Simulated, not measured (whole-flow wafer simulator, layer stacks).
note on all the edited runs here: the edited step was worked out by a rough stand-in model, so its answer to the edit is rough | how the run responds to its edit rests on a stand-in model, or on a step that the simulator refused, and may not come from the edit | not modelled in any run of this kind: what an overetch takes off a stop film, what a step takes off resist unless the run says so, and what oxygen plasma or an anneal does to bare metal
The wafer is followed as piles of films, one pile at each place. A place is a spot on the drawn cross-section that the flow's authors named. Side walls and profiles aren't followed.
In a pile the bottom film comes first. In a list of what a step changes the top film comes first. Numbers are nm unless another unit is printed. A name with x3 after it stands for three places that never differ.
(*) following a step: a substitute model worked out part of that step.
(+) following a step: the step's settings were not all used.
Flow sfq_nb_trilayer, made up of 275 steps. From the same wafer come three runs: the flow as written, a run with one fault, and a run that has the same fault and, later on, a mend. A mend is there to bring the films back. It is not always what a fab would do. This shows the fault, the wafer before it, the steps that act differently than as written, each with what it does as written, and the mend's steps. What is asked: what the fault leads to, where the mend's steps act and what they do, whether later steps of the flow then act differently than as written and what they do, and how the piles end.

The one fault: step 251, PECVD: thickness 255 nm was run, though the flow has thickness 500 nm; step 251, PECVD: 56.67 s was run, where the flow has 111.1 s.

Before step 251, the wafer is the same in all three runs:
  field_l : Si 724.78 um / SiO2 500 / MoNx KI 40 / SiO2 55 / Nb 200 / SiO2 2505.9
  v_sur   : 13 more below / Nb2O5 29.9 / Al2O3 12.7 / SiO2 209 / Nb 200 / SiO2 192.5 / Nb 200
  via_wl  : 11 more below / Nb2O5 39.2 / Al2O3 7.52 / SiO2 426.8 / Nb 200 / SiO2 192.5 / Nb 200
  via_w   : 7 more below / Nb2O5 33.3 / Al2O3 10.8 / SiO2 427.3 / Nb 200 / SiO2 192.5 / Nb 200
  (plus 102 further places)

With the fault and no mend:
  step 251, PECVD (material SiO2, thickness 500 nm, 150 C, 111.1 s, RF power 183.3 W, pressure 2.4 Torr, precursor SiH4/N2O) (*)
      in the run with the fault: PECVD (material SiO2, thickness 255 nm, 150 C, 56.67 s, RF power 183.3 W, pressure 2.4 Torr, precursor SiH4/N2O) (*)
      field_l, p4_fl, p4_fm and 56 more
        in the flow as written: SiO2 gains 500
        in the run with the fault: SiO2 gains 255
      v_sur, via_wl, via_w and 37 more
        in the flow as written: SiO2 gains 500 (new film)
        in the run with the fault: SiO2 gains 255 (new film)
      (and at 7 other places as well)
  Steps later in the flow that act otherwise than as written (3 more steps, not shown, differ only slightly: by at most 2% or 0.5 nm, whichever is larger):
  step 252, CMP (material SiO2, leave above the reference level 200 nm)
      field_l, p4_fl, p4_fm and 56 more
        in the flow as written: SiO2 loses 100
        in the run with the fault: nothing
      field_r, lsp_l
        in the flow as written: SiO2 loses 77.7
        in the run with the fault: nothing
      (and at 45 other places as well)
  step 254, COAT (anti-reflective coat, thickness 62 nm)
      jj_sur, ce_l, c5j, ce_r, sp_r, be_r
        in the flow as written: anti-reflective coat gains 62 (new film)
        in the run with the fault: anti-reflective coat gains 55.4 (new film)
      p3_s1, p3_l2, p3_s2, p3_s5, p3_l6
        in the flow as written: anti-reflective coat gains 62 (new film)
        in the run with the fault: anti-reflective coat gains 63.8 (new film)
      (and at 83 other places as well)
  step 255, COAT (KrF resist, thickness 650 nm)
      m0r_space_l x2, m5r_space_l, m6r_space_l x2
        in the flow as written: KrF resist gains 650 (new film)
        in the run with the fault: KrF resist gains 668.4 (new film)
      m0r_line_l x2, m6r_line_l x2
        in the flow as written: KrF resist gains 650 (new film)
        in the run with the fault: KrF resist gains 678.6 (new film)
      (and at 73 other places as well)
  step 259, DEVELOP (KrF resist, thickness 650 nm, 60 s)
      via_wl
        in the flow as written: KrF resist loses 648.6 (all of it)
        in the run with the fault: KrF resist loses 598.6 (all of it)
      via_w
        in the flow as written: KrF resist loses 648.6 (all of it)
        in the run with the fault: KrF resist loses 606.5 (all of it)
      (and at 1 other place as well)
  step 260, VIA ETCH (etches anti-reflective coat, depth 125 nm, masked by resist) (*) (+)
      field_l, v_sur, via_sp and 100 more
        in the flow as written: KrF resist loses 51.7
        in the run with the fault: KrF resist loses 44.4
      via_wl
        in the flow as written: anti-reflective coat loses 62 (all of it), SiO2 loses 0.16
        in the run with the fault: anti-reflective coat loses 53 (all of it), SiO2 loses 0.13
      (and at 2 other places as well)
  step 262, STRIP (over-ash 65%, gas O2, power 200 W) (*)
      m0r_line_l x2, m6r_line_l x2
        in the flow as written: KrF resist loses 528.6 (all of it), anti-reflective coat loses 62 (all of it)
        in the run with the fault: KrF resist loses 564.5 (all of it), anti-reflective coat loses 62.6 (all of it)
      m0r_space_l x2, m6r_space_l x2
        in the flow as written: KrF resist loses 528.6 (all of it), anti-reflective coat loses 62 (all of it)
        in the run with the fault: KrF resist loses 554.2 (all of it), anti-reflective coat loses 79.6 (all of it)
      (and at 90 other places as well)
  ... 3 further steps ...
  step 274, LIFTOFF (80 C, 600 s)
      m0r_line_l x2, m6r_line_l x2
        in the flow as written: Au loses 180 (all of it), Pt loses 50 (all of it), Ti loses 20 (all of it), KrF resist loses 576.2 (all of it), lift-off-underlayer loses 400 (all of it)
        in the run with the fault: Au loses 180 (all of it), Pt loses 50 (all of it), Ti loses 20 (all of it), KrF resist loses 589.9 (all of it), lift-off-underlayer loses 433.4 (all of it)
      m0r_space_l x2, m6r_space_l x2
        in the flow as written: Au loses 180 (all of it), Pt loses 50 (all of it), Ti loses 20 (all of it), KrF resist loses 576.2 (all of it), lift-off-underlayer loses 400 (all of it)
        in the run with the fault: Au loses 180 (all of it), Pt loses 50 (all of it), Ti loses 20 (all of it), KrF resist loses 579.6 (all of it), lift-off-underlayer loses 446.1 (all of it)
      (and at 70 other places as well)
  The piles end different from the flow's at field_l, via_v, field_r and 63 more by more than 2% or 0.5 nm, whichever is larger.
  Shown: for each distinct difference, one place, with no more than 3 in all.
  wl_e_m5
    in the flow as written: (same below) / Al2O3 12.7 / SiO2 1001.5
    in the run with the fault: (same below) / Al2O3 12.7 / SiO2 856.5
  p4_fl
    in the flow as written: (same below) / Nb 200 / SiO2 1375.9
    in the run with the fault: (same below) / Nb 200 / SiO2 1230.9
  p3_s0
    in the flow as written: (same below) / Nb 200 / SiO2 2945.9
    in the run with the fault: (same below) / Nb 200 / SiO2 2800.9

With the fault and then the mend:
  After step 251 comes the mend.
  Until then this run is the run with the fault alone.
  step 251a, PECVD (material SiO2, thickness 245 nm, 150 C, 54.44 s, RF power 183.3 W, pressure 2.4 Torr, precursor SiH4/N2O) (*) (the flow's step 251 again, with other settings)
      field_l, v_sur, via_wl and 98 more
        SiO2 gains 245
      field_r, lsp_l
        SiO2 gains 235
      l0_sur, l0v
        SiO2 gains 239.4
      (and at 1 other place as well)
  Steps later in the flow that act otherwise than as written:
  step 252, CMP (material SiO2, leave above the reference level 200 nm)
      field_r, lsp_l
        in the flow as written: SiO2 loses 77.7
        in the run with the mend: SiO2 loses 80.1
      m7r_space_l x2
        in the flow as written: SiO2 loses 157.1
        in the run with the mend: SiO2 loses 100
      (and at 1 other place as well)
  At every place that both follow, the piles at the end match the flow's.
